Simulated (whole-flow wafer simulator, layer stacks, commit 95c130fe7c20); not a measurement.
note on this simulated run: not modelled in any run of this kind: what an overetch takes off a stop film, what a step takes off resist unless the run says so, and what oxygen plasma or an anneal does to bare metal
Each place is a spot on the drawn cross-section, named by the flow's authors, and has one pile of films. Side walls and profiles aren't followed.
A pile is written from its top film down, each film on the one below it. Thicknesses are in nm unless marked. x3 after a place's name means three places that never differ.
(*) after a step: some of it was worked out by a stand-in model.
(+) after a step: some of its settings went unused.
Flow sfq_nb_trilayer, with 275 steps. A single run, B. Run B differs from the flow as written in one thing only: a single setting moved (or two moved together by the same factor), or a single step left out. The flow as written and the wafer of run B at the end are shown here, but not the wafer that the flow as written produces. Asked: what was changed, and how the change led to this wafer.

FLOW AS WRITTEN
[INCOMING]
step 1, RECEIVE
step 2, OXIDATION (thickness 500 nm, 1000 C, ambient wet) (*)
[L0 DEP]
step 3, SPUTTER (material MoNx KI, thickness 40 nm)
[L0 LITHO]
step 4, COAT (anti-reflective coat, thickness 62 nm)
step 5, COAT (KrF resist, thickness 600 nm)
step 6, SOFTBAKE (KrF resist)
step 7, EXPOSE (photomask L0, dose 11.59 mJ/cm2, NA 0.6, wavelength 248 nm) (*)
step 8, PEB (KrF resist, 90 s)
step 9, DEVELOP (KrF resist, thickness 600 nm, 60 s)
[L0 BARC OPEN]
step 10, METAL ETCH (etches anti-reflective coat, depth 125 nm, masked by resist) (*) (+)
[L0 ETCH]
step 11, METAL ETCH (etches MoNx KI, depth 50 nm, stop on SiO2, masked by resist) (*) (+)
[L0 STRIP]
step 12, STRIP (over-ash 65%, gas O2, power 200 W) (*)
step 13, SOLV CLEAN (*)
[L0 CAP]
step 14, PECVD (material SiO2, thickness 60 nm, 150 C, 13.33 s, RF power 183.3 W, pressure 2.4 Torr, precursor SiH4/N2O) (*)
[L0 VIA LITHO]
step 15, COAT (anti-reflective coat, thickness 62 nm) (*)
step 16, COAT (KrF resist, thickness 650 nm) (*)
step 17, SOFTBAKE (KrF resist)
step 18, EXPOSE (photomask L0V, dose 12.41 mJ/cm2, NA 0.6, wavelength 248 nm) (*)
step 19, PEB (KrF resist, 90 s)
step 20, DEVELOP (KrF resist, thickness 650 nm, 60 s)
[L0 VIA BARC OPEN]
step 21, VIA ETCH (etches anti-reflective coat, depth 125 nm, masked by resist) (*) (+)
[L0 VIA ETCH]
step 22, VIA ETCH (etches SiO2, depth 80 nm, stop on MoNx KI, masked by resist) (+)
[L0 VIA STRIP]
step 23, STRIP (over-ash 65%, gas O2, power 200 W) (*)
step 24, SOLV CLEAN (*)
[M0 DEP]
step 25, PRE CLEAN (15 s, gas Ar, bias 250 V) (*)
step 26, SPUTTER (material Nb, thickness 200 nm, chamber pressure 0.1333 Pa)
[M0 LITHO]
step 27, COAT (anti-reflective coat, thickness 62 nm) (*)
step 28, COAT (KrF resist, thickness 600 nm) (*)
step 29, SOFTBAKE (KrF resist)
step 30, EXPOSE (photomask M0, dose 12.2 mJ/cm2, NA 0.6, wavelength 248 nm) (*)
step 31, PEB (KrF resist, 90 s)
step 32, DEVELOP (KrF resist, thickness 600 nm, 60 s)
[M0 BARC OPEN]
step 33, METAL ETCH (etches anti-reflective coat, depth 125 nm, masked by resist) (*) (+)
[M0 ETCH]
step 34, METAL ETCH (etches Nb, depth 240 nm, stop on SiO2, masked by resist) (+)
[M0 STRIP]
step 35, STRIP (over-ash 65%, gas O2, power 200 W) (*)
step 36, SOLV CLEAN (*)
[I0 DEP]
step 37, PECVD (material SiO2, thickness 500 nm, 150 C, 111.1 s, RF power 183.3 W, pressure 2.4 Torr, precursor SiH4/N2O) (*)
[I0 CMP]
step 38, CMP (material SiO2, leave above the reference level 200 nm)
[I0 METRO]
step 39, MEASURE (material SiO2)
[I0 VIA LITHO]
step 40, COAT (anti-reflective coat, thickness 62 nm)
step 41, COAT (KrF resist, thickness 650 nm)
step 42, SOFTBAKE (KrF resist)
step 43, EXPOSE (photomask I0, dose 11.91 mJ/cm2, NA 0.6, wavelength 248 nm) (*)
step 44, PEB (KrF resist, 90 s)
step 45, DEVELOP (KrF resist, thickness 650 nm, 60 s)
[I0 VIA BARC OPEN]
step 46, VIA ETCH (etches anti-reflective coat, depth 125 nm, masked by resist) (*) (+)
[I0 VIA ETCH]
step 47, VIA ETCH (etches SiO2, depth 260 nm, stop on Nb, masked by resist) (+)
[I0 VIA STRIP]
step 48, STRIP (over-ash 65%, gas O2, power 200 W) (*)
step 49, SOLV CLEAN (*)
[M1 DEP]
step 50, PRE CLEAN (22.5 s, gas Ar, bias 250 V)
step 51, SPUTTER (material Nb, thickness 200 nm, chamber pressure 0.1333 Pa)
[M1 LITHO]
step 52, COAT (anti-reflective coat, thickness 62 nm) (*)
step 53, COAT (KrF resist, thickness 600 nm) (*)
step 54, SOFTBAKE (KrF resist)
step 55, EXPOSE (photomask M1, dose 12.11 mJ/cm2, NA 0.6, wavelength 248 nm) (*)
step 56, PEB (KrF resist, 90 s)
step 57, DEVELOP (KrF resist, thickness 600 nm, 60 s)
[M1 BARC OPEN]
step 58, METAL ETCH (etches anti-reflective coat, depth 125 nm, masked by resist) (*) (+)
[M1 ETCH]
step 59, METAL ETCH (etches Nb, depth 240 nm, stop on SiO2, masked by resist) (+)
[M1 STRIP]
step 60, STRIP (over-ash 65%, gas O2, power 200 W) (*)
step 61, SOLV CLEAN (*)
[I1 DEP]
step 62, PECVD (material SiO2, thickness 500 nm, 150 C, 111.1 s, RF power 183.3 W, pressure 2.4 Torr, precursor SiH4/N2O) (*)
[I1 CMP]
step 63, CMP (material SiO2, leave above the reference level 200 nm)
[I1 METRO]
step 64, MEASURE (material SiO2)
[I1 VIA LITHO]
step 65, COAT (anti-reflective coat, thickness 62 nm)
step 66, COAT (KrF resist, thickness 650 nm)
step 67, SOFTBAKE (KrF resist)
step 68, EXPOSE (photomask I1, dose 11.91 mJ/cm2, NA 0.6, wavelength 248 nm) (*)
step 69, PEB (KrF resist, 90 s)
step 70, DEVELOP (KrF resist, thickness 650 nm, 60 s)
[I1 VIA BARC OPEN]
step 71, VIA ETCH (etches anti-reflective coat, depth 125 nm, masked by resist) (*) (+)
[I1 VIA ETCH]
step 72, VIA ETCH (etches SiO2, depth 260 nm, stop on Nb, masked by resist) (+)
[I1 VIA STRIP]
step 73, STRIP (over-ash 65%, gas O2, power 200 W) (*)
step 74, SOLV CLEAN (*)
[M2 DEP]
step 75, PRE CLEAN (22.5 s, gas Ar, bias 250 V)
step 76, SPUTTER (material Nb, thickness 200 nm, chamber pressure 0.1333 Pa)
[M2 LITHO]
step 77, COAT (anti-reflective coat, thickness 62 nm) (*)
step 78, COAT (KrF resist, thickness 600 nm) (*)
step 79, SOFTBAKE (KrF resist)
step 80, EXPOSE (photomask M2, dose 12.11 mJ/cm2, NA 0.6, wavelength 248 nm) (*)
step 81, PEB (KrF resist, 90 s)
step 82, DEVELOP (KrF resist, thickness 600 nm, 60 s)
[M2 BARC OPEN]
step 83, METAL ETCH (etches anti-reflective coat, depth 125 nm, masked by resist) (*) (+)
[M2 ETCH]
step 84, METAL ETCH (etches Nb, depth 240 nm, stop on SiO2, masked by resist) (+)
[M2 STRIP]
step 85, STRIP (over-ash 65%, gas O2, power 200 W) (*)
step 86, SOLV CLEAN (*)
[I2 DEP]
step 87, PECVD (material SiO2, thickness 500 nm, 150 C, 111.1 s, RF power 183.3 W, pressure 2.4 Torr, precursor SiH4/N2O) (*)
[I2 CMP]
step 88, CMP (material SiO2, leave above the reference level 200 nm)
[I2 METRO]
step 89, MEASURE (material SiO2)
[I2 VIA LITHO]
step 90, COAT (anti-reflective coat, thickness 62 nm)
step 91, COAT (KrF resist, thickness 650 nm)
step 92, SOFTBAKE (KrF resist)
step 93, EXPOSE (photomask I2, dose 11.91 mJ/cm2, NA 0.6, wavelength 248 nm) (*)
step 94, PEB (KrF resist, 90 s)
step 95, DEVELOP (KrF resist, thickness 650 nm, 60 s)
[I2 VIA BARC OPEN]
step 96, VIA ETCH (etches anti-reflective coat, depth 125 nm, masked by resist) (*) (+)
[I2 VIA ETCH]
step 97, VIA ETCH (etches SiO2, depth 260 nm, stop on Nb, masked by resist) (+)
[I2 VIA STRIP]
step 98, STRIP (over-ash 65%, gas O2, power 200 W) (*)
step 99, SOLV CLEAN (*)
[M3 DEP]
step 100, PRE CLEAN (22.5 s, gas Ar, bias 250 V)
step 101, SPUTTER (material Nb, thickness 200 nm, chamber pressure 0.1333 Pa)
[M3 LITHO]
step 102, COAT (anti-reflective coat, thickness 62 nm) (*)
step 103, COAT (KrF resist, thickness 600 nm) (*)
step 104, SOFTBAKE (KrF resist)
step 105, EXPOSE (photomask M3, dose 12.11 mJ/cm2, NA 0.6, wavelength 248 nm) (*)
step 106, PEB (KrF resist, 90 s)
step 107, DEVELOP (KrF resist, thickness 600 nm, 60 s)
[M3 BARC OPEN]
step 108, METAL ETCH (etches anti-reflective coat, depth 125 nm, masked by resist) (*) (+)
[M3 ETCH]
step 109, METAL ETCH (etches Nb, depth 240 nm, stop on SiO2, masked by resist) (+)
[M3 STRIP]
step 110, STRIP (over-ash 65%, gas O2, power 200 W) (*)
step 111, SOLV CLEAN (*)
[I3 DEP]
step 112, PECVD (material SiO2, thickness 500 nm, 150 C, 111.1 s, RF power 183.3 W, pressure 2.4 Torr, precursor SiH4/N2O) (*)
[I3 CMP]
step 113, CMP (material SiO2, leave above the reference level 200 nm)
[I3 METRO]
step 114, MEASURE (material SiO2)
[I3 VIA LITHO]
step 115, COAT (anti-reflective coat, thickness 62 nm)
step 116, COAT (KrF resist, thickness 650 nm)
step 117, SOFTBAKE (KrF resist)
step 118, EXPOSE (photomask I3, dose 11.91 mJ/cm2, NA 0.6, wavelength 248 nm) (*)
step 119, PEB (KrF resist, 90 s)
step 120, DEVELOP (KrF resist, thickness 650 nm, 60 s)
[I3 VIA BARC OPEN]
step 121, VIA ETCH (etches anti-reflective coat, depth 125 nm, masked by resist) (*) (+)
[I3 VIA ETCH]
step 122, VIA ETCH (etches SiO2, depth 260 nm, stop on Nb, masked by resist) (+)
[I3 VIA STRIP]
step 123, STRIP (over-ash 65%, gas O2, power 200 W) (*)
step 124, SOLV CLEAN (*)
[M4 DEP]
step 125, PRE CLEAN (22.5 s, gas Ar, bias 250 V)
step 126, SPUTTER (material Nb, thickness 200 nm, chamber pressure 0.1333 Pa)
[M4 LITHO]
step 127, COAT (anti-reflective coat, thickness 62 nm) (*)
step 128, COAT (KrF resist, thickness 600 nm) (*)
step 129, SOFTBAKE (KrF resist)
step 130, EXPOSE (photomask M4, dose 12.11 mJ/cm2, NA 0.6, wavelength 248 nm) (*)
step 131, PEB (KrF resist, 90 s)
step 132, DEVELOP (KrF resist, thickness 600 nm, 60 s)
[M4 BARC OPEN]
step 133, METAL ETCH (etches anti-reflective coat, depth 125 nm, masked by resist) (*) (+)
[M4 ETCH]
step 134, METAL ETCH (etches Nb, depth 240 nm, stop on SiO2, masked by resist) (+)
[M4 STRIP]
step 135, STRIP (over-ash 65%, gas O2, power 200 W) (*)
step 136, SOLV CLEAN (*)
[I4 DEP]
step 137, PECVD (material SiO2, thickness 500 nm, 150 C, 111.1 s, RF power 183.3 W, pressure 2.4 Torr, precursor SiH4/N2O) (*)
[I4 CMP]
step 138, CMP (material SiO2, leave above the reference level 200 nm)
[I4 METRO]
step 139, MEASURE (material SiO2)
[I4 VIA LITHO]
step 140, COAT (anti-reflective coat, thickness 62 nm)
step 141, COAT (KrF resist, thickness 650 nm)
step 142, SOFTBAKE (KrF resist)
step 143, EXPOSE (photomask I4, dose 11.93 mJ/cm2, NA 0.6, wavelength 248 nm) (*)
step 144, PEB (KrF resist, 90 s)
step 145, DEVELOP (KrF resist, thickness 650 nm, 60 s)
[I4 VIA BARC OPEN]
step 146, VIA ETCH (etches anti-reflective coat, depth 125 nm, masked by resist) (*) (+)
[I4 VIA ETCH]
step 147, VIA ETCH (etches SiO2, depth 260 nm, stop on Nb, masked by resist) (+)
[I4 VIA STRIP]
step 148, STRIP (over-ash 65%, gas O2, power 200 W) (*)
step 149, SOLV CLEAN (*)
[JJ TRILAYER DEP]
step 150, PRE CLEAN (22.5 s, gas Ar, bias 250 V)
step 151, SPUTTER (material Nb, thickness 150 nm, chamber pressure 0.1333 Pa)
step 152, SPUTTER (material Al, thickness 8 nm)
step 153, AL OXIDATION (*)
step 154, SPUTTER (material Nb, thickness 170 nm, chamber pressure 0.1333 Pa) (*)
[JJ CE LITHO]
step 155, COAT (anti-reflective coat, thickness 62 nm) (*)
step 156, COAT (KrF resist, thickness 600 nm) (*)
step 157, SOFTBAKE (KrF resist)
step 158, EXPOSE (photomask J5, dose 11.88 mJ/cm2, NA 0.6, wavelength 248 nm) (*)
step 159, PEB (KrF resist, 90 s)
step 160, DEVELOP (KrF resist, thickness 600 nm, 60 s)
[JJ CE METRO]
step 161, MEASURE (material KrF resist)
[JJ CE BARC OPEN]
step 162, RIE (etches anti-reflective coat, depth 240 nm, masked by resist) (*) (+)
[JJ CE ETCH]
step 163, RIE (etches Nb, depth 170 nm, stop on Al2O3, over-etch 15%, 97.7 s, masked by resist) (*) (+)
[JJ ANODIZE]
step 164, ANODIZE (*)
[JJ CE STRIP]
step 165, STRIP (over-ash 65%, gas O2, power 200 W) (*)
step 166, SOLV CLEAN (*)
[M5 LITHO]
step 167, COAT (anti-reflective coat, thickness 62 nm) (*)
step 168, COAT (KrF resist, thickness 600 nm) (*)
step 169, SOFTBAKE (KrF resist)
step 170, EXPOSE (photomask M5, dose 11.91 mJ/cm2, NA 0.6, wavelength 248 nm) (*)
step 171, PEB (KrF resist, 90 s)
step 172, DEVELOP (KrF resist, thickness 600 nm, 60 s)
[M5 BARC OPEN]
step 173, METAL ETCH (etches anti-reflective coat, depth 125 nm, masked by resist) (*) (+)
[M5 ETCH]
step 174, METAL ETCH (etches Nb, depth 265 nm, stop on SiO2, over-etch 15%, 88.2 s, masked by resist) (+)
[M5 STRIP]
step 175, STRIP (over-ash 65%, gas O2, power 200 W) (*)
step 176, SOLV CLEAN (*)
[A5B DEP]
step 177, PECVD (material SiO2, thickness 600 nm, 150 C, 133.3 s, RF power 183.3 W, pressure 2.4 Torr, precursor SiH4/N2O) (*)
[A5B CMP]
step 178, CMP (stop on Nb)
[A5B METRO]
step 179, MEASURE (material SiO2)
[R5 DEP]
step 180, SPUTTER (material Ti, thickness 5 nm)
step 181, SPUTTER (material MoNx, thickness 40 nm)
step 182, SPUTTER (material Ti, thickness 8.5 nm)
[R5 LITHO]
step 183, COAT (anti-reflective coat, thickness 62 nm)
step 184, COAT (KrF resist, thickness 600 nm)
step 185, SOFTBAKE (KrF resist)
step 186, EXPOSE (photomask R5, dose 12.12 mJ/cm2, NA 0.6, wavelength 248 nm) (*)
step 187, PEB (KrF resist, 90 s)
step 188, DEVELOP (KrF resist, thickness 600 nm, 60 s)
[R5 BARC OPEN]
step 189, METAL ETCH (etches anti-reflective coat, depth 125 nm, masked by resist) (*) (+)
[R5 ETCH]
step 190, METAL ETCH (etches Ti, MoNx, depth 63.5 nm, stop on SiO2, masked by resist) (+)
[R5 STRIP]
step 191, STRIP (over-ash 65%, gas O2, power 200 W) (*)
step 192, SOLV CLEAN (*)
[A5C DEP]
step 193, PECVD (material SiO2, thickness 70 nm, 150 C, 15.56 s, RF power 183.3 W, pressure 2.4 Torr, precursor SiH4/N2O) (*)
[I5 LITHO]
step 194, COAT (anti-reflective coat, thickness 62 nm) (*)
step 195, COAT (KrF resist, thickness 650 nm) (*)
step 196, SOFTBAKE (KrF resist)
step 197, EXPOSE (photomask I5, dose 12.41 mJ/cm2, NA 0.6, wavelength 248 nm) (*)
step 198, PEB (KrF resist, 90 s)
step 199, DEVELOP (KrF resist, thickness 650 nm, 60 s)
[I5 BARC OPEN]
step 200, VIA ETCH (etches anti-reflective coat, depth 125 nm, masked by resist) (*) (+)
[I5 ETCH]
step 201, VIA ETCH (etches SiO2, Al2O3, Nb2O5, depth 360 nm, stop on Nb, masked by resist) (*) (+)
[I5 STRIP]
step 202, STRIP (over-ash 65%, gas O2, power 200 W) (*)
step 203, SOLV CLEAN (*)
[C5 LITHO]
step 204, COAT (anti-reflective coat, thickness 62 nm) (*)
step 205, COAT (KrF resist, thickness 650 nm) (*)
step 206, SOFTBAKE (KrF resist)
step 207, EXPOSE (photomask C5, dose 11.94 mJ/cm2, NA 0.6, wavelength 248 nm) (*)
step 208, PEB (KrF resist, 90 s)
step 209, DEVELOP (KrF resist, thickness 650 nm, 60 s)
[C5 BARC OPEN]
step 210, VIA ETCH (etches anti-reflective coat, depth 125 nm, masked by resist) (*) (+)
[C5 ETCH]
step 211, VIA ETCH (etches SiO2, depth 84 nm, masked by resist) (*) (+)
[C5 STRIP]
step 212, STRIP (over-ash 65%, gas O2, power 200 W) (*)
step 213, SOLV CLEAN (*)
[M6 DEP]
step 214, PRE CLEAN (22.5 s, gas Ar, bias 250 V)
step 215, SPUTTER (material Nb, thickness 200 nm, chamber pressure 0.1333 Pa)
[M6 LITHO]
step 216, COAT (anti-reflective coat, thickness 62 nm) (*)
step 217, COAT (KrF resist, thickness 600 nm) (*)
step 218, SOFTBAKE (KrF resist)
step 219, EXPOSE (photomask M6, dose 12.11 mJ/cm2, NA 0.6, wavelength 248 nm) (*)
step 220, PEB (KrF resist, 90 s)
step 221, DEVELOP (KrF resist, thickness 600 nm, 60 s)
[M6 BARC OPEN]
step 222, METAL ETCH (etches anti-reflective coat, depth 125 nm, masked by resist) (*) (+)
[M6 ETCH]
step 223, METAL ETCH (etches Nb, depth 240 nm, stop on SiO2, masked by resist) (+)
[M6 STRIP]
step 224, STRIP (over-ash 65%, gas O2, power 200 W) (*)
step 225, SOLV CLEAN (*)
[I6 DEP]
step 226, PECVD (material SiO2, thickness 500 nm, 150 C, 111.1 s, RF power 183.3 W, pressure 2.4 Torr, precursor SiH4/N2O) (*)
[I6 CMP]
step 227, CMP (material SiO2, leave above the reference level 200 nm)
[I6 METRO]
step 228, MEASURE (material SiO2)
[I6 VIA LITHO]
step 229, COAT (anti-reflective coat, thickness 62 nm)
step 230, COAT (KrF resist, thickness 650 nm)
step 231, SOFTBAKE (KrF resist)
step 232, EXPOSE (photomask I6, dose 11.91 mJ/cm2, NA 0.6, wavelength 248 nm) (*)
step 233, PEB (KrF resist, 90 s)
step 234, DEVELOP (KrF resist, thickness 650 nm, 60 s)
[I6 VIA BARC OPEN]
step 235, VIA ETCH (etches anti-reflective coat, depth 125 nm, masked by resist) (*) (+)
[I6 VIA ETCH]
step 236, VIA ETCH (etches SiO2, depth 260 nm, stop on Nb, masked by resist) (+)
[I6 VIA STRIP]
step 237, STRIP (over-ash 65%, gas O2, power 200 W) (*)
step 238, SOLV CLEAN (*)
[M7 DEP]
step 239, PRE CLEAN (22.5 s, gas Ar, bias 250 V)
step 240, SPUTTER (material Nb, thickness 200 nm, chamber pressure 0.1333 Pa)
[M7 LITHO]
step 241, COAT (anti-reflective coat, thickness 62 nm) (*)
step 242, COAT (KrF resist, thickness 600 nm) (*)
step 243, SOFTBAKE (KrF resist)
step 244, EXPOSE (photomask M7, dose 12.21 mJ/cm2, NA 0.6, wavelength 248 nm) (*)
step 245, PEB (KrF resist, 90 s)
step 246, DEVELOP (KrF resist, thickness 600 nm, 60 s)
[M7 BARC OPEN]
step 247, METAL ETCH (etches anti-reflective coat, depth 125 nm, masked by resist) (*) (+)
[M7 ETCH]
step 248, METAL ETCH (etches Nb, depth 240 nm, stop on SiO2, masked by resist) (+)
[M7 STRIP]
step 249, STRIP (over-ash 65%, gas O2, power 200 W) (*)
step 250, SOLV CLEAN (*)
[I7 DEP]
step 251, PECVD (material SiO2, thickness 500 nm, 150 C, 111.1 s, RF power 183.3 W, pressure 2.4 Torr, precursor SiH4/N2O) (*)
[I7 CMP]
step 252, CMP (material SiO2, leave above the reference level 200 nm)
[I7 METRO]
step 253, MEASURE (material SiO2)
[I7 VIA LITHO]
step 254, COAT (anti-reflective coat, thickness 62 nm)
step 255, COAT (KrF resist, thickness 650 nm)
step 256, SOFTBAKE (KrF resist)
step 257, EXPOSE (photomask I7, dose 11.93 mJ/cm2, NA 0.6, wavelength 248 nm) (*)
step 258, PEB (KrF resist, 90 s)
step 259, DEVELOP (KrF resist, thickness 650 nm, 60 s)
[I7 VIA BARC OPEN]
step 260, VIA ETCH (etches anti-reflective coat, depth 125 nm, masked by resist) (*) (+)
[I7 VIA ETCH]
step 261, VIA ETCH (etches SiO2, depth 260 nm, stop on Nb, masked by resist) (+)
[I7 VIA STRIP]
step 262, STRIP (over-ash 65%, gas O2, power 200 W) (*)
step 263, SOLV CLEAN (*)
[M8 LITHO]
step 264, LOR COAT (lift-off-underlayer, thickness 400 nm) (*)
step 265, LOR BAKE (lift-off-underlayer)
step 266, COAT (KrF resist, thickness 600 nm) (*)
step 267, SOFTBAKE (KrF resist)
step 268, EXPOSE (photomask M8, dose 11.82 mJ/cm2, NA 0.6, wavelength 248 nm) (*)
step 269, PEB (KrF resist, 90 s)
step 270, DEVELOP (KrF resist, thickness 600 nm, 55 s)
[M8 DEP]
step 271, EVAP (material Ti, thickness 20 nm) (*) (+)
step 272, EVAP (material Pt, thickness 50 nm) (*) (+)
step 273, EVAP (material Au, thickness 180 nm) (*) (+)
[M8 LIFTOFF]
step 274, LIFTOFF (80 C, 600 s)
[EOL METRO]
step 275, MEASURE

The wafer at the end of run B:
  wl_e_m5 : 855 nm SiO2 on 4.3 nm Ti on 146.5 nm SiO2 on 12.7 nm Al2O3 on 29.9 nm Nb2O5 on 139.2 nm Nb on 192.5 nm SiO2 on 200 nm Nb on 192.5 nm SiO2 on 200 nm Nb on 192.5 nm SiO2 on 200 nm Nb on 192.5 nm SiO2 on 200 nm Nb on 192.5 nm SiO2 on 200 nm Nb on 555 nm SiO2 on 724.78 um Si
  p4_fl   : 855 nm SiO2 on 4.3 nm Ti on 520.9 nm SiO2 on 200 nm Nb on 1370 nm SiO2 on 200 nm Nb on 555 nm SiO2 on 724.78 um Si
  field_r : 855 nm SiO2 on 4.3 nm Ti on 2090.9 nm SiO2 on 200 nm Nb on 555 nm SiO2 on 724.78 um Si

Cause: step 190, METAL ETCH: depth 49.2 nm was run, though the flow has depth 63.5 nm.

The path from the change to this, step by step:
  step 190, METAL ETCH (etches Ti, MoNx, depth 63.5 nm, stop on SiO2, masked by resist) (+)
      field_l, v_sur, via_wl and 92 more: -8.5 Ti (all of it), -40 MoNx (all of it), -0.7 Ti (in the flow as written it would be: -8.5 Ti (all of it), -40 MoNx (all of it), -5 Ti (all of it))
      ce_l, c5j, ce_r, wl_jj: -8.5 Ti (all of it), -40 MoNx (all of it), -0.7 Ti (in the flow as written it would be: -8.5 Ti (all of it), -40 MoNx (all of it), -5 Ti (all of it), -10 Nb)
      (as well as at 7 more places)
  step 193, PECVD (material SiO2, thickness 70 nm, 150 C, 15.56 s, RF power 183.3 W, pressure 2.4 Torr, precursor SiH4/N2O) (*)
      field_l, v_sur, via_wl and 92 more: +70 SiO2 (new film) (in the flow as written it would be: +70 SiO2)
  step 194, COAT (anti-reflective coat, thickness 62 nm) (*)
      wl_j_sl, wl_j_sr: +62 anti-reflective coat (new film) (in the flow as written it would be: +60.2 anti-reflective coat (new film))
      r5r_spacepad_l, r5r_spacepad_r: +82.5 anti-reflective coat (new film) (in the flow as written it would be: +84.4 anti-reflective coat (new film))
      (as well as at 6 more places)
  step 201, VIA ETCH (etches SiO2, Al2O3, Nb2O5, depth 360 nm, stop on Nb, masked by resist) (*) (+)
      be: -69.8 SiO2 (all of it), -4.3 Ti (all of it), -146.5 SiO2 (all of it), -12.7 Al2O3 (all of it), -29.9 Nb2O5 (all of it) (in the flow as written it would be: -216.4 SiO2 (all of it), -12.7 Al2O3 (all of it), -29.9 Nb2O5 (all of it))
  step 202, STRIP (over-ash 65%, gas O2, power 200 W) (*)
      wl_j_sl, wl_j_sr: -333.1 KrF resist (all of it), -62 anti-reflective coat (all of it) (in the flow as written it would be: -333.3 KrF resist (all of it), -60.2 anti-reflective coat (all of it))
      r5r_spacepad_l, r5r_spacepad_r: -335.4 KrF resist (all of it), -82.5 anti-reflective coat (all of it) (in the flow as written it would be: -335.6 KrF resist (all of it), -84.4 anti-reflective coat (all of it))
      (as well as at 6 more places)
  step 204, COAT (anti-reflective coat, thickness 62 nm) (*)
      wl_j_sl, wl_j_sr: +62 anti-reflective coat (new film) (in the flow as written it would be: +60.2 anti-reflective coat (new film))
      r5r_spacepad_l, r5r_spacepad_r: +82.5 anti-reflective coat (new film) (in the flow as written it would be: +84.4 anti-reflective coat (new film))
      (as well as at 6 more places)
  step 210, VIA ETCH (etches anti-reflective coat, depth 125 nm, masked by resist) (*) (+)
      c5j: -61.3 anti-reflective coat (all of it), -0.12 SiO2 (in the flow as written it would be: -63.9 anti-reflective coat (all of it), -0.11 SiO2)
  step 211, VIA ETCH (etches SiO2, depth 84 nm, masked by resist) (*) (+)
      c5j: -69.9 SiO2 (all of it) (in the flow as written it would be: -69.9 SiO2 (all of it), -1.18 Nb)
  step 212, STRIP (over-ash 65%, gas O2, power 200 W) (*)
      wl_j_sl, wl_j_sr: -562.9 KrF resist (all of it), -62 anti-reflective coat (all of it) (in the flow as written it would be: -563.4 KrF resist (all of it), -60.2 anti-reflective coat (all of it))
      r5r_spacepad_l, r5r_spacepad_r: -565.2 KrF resist (all of it), -82.5 anti-reflective coat (all of it) (in the flow as written it would be: -565.8 KrF resist (all of it), -84.4 anti-reflective coat (all of it))
      (as well as at 5 more places)
  step 214, PRE CLEAN (22.5 s, gas Ar, bias 250 V)
      c5j: -4.3 Ti (all of it), -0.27 Nb (in the flow as written it would be: -6.45 Nb)
  step 216, COAT (anti-reflective coat, thickness 62 nm) (*)
      wl_j_sl, wl_j_sr: +62 anti-reflective coat (new film) (in the flow as written it would be: +60.2 anti-reflective coat (new film))
      r5r_spacepad_l, r5r_spacepad_r: +83.6 anti-reflective coat (new film) (in the flow as written it would be: +85.7 anti-reflective coat (new film))
      (as well as at 6 more places)
  step 222, METAL ETCH (etches anti-reflective coat, depth 125 nm, masked by resist) (*) (+)
      r5r_spacepad_l, r5r_spacepad_r: -83.6 anti-reflective coat (all of it) (in the flow as written it would be: -85.7 anti-reflective coat (all of it))
  step 224, STRIP (over-ash 65%, gas O2, power 200 W) (*)
      wl_j_sl, wl_j_sr: -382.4 KrF resist (all of it), -62 anti-reflective coat (all of it) (in the flow as written it would be: -382.5 KrF resist (all of it), -60.2 anti-reflective coat (all of it))
      jj_sur: -377.7 KrF resist (all of it), -58.5 anti-reflective coat (all of it) (in the flow as written it would be: -378.5 KrF resist (all of it), -56.1 anti-reflective coat (all of it))
      (as well as at 5 more places)
  step 227, CMP (material SiO2, leave above the reference level 200 nm)
      ce_l, ce_r, wl_jj: -300 SiO2 (in the flow as written it would be: -290 SiO2)
      r5r_line_l, r5r_line_c, r5r_line_r: -149.2 SiO2 (in the flow as written it would be: -153.5 SiO2)
      (as well as at 3 more places)
Taking metal films that touch as one body, wl_e_m5 has 7 bodies (between them, from the top down: SiO2 146.5 / Al2O3 12.7 / Nb2O5 29.9; SiO2 192.5; SiO2 192.5; SiO2 192.5; SiO2 192.5; SiO2 192.5); the flow as written gives 6 bodies (between them, from the top down: SiO2 192.5; SiO2 192.5; SiO2 192.5; SiO2 192.5; SiO2 192.5).
Taking metal films that touch as one body, p4_fl has 3 bodies (between them, from the top down: SiO2 520.9; SiO2 1370); the flow as written gives 2 bodies (between them, from the top down: SiO2 1370).
Taking metal films that touch as one body, field_r has 2 bodies (between them, from the top down: SiO2 2090.9); the flow as written gives 1 body.
